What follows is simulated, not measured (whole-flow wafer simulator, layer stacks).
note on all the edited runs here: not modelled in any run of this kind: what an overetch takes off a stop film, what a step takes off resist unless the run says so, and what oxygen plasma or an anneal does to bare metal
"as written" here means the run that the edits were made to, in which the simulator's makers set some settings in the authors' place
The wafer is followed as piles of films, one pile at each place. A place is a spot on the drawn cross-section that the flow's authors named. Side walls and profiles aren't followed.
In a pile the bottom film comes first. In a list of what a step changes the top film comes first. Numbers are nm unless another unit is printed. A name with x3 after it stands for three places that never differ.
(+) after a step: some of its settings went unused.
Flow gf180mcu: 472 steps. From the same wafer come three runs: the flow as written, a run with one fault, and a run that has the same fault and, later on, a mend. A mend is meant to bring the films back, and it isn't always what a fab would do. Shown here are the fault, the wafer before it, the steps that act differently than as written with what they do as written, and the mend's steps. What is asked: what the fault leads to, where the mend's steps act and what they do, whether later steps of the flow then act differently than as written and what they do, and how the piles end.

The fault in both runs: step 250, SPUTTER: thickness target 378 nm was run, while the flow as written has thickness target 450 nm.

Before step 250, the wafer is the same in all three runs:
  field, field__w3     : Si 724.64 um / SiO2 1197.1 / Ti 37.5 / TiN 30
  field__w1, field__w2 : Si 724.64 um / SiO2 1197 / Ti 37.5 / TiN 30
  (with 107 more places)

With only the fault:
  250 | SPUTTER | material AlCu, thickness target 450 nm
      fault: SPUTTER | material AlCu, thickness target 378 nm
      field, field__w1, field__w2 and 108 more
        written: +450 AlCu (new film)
        fault: +378 AlCu (new film)
  Steps later in the flow that act otherwise than as written:
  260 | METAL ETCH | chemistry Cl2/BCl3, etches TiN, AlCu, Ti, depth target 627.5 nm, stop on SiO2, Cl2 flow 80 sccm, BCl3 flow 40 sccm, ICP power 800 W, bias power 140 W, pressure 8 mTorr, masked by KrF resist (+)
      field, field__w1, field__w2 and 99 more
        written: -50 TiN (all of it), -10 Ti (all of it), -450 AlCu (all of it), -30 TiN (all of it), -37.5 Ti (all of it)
        fault: -50 TiN (all of it), -10 Ti (all of it), -378 AlCu (all of it), -30 TiN (all of it), -37.5 Ti (all of it)
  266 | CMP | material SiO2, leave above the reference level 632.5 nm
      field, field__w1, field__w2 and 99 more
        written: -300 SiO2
        fault: -372 SiO2
  By the end, the piles at field__w8, contact, m1 and 6 more depart from the flow's by more than 2% or 0.5 nm, whichever is larger.
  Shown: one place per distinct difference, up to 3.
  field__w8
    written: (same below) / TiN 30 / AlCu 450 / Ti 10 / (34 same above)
    fault: (same below) / TiN 30 / AlCu 378 / Ti 10 / (34 same above)
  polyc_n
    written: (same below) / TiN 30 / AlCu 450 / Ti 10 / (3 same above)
    fault: (same below) / TiN 30 / AlCu 378 / Ti 10 / (3 same above)
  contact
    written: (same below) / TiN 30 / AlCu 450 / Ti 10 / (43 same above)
    fault: (same below) / TiN 30 / AlCu 378 / Ti 10 / (43 same above)

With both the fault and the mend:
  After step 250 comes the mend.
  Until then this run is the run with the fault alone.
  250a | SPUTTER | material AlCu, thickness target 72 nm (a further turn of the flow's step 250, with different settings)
      field, field__w1, field__w2 and 108 more
        +72 AlCu
  None of the later steps of the flow acts differently than as written at any place that is followed.
  By the end, the piles equal the flow's at every place that both follow.
